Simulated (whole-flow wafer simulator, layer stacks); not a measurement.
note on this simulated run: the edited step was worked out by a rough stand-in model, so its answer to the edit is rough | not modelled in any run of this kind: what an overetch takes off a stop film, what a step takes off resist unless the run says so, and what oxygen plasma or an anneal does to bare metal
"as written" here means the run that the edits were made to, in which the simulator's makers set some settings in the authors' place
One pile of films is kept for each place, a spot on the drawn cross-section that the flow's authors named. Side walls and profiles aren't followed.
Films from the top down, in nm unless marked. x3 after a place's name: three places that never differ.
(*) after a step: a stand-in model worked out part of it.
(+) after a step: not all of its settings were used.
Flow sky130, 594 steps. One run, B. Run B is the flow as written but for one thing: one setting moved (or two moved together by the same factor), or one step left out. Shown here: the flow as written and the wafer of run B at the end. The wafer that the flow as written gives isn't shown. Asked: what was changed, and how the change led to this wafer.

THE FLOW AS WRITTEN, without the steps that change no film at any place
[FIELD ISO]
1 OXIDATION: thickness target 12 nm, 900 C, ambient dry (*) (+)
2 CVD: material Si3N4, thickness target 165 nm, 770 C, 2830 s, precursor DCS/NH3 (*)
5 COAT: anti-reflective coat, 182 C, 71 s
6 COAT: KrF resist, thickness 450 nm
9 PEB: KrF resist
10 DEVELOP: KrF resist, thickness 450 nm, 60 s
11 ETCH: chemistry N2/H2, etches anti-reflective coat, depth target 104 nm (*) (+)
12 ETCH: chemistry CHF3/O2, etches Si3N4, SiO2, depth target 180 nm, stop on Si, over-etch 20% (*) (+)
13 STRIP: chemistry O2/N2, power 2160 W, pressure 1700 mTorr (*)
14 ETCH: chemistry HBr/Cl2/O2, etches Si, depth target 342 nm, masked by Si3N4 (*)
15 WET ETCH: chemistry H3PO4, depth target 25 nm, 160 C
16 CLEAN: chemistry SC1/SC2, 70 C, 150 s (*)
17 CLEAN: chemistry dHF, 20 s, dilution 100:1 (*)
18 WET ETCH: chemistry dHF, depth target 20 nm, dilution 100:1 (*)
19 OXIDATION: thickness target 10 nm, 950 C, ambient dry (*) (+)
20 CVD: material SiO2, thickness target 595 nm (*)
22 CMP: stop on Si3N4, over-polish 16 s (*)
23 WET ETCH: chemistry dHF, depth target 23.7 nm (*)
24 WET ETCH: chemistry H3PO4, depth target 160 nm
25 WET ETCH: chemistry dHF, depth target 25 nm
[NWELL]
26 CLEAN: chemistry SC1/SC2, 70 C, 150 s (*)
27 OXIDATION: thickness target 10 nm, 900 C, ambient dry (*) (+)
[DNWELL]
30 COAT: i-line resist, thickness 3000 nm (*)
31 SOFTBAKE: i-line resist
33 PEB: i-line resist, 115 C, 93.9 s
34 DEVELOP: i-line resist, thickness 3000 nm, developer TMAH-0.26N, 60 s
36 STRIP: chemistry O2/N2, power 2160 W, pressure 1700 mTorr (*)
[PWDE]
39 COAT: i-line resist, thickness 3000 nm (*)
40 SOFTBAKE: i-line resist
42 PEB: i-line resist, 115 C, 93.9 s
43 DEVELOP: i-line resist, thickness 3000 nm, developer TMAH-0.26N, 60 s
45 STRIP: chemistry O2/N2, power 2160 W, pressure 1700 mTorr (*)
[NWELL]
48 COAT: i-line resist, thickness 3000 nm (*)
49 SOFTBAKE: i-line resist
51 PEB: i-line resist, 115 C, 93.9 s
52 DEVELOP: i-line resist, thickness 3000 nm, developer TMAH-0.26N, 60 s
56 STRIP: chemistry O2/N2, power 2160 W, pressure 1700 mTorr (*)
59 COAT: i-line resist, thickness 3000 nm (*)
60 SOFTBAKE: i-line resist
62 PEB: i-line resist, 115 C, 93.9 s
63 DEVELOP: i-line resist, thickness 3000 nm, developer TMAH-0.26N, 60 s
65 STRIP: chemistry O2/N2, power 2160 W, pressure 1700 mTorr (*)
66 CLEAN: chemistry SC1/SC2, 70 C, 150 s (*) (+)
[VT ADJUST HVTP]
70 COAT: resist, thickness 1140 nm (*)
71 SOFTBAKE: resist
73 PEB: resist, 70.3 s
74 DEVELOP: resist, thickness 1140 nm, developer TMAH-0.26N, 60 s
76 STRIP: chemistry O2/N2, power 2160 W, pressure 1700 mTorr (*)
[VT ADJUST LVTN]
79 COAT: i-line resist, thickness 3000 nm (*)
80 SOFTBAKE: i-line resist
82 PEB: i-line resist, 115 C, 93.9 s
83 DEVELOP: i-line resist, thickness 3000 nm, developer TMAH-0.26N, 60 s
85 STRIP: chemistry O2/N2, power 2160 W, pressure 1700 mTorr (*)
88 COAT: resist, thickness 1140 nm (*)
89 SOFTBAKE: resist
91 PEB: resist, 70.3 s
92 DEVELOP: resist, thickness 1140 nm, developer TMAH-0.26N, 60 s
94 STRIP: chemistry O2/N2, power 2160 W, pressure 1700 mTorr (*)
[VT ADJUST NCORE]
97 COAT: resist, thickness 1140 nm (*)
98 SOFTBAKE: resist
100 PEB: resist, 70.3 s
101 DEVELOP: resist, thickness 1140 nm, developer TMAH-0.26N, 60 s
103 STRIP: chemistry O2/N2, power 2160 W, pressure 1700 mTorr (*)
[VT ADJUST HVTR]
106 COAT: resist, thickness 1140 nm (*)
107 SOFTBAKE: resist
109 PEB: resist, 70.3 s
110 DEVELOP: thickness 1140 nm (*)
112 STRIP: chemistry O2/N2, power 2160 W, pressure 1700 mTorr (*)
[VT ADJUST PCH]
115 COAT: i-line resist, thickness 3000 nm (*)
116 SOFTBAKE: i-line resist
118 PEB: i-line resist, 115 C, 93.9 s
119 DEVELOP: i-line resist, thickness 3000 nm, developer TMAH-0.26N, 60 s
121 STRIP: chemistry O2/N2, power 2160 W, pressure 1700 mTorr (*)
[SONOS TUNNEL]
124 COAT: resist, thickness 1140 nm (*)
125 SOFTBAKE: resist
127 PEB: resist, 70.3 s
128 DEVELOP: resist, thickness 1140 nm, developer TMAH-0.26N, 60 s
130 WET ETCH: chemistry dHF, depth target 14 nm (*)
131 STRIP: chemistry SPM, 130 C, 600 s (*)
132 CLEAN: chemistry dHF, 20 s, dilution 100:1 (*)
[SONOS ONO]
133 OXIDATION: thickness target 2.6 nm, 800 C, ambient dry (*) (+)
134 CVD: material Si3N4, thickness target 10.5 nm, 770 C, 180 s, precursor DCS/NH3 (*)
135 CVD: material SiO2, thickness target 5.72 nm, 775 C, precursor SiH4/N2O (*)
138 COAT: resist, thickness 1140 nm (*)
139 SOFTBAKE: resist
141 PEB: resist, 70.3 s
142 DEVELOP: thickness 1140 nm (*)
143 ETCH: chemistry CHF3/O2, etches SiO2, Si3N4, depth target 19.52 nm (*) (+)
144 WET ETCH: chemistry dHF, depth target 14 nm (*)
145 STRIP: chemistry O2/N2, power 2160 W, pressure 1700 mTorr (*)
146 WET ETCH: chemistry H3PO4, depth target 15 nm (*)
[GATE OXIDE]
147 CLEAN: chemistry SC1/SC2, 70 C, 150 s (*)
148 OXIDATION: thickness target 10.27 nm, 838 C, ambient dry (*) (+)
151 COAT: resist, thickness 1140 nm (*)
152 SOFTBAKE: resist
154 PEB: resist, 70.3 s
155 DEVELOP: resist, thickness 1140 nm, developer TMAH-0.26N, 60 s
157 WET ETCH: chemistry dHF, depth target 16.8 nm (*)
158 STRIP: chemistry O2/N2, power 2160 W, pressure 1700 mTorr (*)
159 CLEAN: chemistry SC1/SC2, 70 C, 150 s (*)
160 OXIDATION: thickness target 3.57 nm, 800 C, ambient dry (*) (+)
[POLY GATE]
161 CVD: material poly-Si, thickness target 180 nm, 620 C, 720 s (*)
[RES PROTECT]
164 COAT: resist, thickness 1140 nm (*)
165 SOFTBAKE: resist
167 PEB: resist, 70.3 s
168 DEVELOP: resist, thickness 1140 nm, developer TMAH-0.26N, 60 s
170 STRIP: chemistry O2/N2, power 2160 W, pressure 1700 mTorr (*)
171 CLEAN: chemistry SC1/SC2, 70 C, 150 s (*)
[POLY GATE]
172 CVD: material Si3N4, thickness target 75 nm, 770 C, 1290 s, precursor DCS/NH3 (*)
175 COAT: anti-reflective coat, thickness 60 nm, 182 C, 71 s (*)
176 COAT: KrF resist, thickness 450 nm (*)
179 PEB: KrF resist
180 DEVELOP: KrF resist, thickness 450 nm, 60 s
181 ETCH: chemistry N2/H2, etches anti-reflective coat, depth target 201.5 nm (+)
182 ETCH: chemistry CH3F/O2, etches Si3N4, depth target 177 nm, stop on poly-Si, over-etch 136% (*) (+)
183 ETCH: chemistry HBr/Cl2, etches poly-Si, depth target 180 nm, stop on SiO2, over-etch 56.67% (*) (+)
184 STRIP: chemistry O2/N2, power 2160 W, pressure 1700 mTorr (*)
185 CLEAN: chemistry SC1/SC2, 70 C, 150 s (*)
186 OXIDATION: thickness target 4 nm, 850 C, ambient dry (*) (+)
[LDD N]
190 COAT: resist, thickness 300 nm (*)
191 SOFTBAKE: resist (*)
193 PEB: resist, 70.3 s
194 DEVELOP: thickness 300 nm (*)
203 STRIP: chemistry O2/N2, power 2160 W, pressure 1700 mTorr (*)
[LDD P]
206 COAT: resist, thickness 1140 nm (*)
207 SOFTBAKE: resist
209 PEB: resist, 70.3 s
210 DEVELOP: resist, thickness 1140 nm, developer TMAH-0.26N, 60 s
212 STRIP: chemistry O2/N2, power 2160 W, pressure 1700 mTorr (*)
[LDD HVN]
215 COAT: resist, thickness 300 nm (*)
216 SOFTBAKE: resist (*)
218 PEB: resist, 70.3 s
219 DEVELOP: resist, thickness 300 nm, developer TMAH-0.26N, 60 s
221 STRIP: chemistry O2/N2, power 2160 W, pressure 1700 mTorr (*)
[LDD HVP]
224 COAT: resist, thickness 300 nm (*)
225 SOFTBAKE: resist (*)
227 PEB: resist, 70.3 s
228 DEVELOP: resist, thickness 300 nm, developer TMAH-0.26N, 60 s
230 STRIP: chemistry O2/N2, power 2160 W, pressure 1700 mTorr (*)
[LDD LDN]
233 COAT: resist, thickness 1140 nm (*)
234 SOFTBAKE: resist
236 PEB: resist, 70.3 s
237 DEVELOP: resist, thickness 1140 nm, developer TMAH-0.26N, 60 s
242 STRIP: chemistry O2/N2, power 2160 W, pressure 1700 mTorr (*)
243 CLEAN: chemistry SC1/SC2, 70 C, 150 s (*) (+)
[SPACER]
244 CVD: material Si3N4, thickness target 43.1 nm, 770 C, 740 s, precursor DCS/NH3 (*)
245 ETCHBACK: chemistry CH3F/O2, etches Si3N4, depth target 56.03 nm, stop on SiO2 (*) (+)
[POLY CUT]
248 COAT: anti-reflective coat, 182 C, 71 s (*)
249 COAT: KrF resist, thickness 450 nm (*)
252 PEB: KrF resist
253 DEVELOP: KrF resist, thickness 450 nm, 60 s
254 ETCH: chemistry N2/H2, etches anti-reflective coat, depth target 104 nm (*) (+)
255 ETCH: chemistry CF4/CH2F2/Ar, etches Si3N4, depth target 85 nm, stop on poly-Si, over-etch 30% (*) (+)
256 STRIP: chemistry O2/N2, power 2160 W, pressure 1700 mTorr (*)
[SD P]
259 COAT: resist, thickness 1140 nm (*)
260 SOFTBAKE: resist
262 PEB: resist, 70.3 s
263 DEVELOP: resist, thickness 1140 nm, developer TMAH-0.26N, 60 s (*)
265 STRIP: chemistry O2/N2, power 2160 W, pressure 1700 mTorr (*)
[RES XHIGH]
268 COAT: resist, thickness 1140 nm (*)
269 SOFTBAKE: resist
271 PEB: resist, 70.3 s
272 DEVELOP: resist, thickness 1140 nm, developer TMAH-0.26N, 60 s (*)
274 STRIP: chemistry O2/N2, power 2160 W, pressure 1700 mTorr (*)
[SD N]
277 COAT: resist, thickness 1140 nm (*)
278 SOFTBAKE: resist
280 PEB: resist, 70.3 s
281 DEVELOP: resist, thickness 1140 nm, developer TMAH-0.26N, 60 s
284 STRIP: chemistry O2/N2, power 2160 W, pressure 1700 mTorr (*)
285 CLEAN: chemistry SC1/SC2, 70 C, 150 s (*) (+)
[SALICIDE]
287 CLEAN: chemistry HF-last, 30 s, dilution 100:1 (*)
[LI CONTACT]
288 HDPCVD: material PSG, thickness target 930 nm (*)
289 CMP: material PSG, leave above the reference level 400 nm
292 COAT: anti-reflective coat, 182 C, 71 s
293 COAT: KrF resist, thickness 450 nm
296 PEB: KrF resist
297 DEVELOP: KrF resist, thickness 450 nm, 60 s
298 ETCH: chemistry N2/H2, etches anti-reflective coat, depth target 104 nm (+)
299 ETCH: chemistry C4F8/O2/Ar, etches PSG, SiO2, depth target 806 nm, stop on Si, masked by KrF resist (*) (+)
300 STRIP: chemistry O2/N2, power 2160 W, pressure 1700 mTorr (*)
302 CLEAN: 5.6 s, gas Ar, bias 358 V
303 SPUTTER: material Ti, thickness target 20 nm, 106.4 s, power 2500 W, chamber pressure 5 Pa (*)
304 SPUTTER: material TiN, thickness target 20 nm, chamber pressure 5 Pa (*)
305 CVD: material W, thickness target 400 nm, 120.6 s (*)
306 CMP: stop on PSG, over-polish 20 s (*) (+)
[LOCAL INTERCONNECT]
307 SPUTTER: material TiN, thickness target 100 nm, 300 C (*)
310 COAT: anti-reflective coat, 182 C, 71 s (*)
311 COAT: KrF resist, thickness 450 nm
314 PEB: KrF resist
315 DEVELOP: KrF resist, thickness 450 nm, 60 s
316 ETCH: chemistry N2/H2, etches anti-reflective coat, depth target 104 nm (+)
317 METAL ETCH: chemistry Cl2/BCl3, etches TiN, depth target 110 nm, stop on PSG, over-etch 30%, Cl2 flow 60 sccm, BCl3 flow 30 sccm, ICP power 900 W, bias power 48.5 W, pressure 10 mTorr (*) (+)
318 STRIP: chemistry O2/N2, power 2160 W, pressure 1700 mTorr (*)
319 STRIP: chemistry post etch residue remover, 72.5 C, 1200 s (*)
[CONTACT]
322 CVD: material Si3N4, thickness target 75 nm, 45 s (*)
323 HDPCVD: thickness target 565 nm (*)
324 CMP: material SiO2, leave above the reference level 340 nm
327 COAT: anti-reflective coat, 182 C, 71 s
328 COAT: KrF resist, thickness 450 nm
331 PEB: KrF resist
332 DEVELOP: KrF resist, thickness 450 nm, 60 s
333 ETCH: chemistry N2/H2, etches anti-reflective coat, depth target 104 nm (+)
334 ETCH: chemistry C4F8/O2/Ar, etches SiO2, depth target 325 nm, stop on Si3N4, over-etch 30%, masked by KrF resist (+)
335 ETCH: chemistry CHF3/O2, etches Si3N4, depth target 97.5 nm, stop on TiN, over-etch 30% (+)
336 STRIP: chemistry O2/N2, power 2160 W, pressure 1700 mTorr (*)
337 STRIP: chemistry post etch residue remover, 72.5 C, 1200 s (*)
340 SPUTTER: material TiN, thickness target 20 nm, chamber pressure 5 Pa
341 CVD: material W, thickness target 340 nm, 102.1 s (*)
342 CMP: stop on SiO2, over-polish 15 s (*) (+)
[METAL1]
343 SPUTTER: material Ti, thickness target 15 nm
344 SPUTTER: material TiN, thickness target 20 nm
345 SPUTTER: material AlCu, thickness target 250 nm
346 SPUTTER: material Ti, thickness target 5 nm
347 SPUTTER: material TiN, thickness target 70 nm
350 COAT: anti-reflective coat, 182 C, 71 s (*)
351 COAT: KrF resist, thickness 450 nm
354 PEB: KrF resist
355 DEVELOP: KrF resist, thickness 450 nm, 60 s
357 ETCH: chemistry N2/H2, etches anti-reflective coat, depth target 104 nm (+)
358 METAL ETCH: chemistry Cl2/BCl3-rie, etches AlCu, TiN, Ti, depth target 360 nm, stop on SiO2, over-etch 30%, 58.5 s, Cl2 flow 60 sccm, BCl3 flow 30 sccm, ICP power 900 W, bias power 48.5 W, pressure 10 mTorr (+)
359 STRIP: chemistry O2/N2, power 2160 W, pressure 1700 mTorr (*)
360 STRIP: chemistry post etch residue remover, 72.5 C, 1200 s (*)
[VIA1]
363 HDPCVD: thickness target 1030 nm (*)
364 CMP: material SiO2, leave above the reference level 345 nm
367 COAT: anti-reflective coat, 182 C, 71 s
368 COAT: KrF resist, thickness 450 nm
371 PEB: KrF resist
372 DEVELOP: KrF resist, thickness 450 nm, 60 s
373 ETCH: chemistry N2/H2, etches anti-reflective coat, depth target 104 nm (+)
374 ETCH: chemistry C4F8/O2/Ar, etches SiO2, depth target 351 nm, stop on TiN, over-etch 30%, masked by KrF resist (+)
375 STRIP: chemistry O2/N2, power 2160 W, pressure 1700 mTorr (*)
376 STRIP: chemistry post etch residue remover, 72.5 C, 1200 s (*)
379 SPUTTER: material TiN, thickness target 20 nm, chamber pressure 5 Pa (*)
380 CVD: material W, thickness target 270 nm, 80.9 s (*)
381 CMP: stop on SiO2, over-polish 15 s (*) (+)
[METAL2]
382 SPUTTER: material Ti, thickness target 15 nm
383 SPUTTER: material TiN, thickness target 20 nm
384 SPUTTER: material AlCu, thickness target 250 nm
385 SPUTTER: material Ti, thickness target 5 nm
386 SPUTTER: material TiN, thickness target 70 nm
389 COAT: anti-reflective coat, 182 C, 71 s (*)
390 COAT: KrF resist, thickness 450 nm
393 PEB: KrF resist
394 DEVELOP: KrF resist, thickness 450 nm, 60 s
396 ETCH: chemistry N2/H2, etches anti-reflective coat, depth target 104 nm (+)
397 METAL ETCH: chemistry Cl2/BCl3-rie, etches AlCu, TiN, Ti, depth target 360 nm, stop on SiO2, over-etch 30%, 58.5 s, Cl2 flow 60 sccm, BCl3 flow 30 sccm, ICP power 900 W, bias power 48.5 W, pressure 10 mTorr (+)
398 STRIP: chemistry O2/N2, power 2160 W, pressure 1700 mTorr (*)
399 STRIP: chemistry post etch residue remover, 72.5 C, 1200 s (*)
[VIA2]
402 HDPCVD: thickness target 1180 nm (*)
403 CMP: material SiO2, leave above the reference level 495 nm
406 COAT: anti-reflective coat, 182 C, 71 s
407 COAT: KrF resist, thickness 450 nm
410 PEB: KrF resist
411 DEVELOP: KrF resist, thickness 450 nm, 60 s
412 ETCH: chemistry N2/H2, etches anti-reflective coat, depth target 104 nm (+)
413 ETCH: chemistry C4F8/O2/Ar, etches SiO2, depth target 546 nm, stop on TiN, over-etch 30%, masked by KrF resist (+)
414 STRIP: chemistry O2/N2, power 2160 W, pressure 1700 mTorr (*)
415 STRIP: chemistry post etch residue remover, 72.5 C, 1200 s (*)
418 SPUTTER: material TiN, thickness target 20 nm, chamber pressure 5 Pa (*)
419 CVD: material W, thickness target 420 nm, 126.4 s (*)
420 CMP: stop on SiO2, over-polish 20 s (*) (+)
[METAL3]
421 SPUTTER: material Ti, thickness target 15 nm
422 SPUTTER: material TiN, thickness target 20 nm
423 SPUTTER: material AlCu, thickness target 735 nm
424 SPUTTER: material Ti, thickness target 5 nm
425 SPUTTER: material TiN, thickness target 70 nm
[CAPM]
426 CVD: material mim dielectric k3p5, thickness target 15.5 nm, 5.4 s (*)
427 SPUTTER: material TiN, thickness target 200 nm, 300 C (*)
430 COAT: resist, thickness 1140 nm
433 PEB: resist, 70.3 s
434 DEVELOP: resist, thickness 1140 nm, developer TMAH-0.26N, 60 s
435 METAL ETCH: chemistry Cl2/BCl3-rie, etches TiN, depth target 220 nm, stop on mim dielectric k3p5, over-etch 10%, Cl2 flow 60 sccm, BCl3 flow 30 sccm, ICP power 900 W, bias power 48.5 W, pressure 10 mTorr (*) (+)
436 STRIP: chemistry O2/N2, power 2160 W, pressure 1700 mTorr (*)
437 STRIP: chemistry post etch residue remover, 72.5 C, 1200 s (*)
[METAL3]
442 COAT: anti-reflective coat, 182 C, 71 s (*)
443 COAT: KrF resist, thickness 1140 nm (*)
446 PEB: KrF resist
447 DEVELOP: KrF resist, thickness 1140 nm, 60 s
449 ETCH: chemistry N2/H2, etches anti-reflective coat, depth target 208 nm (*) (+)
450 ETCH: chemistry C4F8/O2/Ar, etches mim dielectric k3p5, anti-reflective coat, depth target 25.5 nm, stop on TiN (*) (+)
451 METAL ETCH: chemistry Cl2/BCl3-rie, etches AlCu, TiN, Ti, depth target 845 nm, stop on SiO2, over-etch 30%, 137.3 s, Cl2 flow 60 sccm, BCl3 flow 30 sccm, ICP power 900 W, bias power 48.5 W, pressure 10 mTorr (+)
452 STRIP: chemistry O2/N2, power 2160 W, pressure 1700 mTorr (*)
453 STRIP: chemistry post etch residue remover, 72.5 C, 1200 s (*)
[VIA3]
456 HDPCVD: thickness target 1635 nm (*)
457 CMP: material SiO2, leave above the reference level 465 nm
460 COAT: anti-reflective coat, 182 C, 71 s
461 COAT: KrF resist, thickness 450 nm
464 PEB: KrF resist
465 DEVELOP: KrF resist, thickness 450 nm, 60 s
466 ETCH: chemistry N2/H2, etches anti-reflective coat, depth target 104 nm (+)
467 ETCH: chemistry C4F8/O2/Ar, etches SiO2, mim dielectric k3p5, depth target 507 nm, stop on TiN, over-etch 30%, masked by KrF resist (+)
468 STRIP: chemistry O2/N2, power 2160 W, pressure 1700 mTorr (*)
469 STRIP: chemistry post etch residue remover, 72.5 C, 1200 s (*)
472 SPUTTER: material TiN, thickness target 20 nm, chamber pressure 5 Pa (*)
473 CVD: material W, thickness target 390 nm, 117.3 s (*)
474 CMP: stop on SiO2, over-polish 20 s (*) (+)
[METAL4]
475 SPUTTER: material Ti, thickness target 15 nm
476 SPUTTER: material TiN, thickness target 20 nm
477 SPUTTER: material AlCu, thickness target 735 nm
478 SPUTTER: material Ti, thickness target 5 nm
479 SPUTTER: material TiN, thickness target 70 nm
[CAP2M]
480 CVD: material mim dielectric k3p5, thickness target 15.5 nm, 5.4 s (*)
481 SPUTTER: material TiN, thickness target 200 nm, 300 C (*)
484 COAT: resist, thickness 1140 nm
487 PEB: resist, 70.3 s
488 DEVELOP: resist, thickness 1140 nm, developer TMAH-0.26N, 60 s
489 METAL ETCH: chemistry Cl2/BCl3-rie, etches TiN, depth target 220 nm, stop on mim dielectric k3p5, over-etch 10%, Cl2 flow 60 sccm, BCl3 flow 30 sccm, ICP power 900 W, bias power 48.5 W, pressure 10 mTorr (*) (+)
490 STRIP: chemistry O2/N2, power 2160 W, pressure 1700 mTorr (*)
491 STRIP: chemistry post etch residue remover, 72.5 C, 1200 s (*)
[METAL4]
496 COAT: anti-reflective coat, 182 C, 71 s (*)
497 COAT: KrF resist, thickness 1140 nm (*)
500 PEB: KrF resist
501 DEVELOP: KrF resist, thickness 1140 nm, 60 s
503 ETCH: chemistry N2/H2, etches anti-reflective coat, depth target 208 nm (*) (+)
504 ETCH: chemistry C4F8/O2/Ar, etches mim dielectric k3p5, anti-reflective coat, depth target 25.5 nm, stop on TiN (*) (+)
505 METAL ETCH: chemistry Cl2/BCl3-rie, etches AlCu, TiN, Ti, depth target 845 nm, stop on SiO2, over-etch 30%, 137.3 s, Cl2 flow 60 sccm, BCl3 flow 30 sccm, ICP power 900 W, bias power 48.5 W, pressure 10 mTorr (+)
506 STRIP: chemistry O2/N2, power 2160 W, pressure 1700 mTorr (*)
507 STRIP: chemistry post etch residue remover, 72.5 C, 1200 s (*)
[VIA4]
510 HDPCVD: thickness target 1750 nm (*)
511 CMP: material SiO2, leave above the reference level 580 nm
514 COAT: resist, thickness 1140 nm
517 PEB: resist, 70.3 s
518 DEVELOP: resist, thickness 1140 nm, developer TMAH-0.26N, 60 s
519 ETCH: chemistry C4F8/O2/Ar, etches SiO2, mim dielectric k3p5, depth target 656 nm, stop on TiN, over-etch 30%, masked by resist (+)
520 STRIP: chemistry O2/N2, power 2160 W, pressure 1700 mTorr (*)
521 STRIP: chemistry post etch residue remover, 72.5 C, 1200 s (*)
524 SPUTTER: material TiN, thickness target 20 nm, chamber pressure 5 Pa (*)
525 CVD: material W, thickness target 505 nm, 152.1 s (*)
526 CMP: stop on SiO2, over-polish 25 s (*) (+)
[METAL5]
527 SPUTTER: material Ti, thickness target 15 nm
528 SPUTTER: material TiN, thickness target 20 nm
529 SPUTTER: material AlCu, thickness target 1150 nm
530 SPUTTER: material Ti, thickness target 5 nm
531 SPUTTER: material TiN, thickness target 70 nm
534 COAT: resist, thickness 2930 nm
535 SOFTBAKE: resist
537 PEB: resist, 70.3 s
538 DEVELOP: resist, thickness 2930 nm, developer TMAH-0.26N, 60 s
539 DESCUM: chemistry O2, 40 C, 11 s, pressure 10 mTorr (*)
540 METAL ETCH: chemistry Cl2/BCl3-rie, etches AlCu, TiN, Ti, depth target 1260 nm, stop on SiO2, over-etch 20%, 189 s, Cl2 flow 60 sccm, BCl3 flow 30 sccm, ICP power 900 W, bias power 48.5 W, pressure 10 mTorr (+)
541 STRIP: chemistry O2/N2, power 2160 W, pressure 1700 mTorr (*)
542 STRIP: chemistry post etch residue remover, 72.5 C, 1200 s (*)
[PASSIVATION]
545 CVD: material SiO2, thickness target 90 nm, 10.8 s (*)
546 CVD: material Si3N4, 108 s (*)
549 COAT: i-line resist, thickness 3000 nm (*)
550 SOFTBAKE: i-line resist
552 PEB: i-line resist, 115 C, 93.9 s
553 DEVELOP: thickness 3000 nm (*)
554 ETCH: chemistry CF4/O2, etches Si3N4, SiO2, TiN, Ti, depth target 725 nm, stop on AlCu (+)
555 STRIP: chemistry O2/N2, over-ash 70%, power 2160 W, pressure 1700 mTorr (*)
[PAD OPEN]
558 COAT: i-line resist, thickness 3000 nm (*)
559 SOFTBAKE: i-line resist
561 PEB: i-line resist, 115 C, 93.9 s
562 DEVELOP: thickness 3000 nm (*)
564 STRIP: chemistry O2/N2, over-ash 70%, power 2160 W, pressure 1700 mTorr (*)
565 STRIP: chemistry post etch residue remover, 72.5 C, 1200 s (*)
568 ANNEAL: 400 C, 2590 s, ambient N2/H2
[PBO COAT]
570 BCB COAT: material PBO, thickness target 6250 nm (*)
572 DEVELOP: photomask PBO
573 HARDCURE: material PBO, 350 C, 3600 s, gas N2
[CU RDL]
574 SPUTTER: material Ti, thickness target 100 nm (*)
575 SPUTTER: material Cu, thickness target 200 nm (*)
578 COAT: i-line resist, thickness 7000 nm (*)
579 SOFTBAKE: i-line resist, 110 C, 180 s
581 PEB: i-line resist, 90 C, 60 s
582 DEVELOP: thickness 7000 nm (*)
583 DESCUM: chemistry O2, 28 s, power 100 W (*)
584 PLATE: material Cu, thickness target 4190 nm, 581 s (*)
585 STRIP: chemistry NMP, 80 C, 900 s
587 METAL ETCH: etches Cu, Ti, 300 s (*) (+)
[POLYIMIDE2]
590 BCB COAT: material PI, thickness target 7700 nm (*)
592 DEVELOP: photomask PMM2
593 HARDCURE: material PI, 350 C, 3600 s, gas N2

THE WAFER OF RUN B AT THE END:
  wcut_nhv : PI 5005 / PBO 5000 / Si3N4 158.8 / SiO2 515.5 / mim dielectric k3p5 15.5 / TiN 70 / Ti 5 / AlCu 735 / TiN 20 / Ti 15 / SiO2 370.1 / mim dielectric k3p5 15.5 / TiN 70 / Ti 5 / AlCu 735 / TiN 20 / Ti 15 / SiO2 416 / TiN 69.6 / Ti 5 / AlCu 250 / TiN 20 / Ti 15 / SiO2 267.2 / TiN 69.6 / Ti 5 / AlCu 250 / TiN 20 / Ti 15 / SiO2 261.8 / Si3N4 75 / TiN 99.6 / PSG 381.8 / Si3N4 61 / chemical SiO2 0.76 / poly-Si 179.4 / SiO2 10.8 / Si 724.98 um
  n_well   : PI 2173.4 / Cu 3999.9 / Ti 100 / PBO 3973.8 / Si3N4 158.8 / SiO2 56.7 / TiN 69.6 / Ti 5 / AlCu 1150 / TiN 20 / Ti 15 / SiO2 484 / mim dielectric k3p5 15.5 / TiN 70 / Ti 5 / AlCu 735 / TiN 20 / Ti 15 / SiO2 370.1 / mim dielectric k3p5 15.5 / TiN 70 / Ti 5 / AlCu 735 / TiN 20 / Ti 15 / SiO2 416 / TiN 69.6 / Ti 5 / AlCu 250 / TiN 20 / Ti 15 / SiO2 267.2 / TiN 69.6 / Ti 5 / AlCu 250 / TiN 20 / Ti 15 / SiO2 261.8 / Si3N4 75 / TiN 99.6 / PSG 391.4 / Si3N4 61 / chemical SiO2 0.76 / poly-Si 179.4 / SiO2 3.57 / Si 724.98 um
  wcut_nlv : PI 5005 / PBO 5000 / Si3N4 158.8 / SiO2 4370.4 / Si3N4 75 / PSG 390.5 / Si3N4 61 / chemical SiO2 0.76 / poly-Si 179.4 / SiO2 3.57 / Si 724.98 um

The cause: step 545, CVD: thickness target 40.5 nm was run, where the flow has thickness target 90 nm; step 545, CVD: 4.86 s was run, where the flow has 10.8 s.

How the change led to this, step by step:
  545 CVD: material SiO2, thickness target 90 nm, 10.8 s (*)
      field, active, gate and 175 more: SiO2 +56.7 (as written it would be: SiO2 +125.2)
      n_well, p_well, sd_n and 12 more: SiO2 +56.7 (new film) (as written it would be: SiO2 +125.2 (new film))
  550 SOFTBAKE: i-line resist
      active: i-line resist +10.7 (as written it would be: i-line resist +12)
      gate: i-line resist -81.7 (as written it would be: i-line resist -85.5)
      (and at 59 more places)
  554 ETCH: chemistry CF4/O2, etches Si3N4, SiO2, TiN, Ti, depth target 725 nm, stop on AlCu (+)
      field, active, n_well and 189 more: i-line resist -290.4 (as written it would be: i-line resist -358.9)
      pad: Si3N4 -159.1 (all of it), SiO2 -56.7 (all of it), TiN -69.6 (all of it), Ti -5 (all of it) (as written it would be: Si3N4 -159.1 (all of it), SiO2 -125.2 (all of it), TiN -69.6 (all of it), Ti -5 (all of it))
  555 STRIP: chemistry O2/N2, over-ash 70%, power 2160 W, pressure 1700 mTorr (*)
      gate_hv, dice_street, iso_guard and 83 more: i-line resist -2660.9 (all of it) (as written it would be: i-line resist -2592.4 (all of it))
      n_well, p_well, sd_n, sd_p: i-line resist -1409.3 (all of it) (as written it would be: i-line resist -1340.8 (all of it))
      (and at 102 more places)
  558 COAT: i-line resist, thickness 3000 nm (*)
      pad: i-line resist +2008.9 (new film) (as written it would be: i-line resist +2077.7 (new film))
  559 SOFTBAKE: i-line resist
      field: i-line resist +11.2 (as written it would be: i-line resist +12.5)
      active: i-line resist +10.7 (as written it would be: i-line resist +12)
      (and at 66 more places)
  561 PEB: i-line resist, 115 C, 93.9 s
      pad: i-line resist -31 (as written it would be: i-line resist -32.2)
  562 DEVELOP: thickness 3000 nm (*)
      pad: i-line resist -1977.9 (all of it) (as written it would be: i-line resist -2045.5 (all of it))
  578 COAT: i-line resist, thickness 7000 nm (*)
      pad: i-line resist +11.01 um (new film) (as written it would be: i-line resist +11.08 um (new film))
  579 SOFTBAKE: i-line resist, 110 C, 180 s
      mim, vcap_hvt: i-line resist -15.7 (as written it would be: i-line resist -16.8)
      ndiff_licon_rim, ndiff_licon: i-line resist -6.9 (as written it would be: i-line resist -8.01)
      (and at 27 more places)
  582 DEVELOP: thickness 7000 nm (*)
      pad: i-line resist -11.01 um (all of it) (as written it would be: i-line resist -11.08 um (all of it))
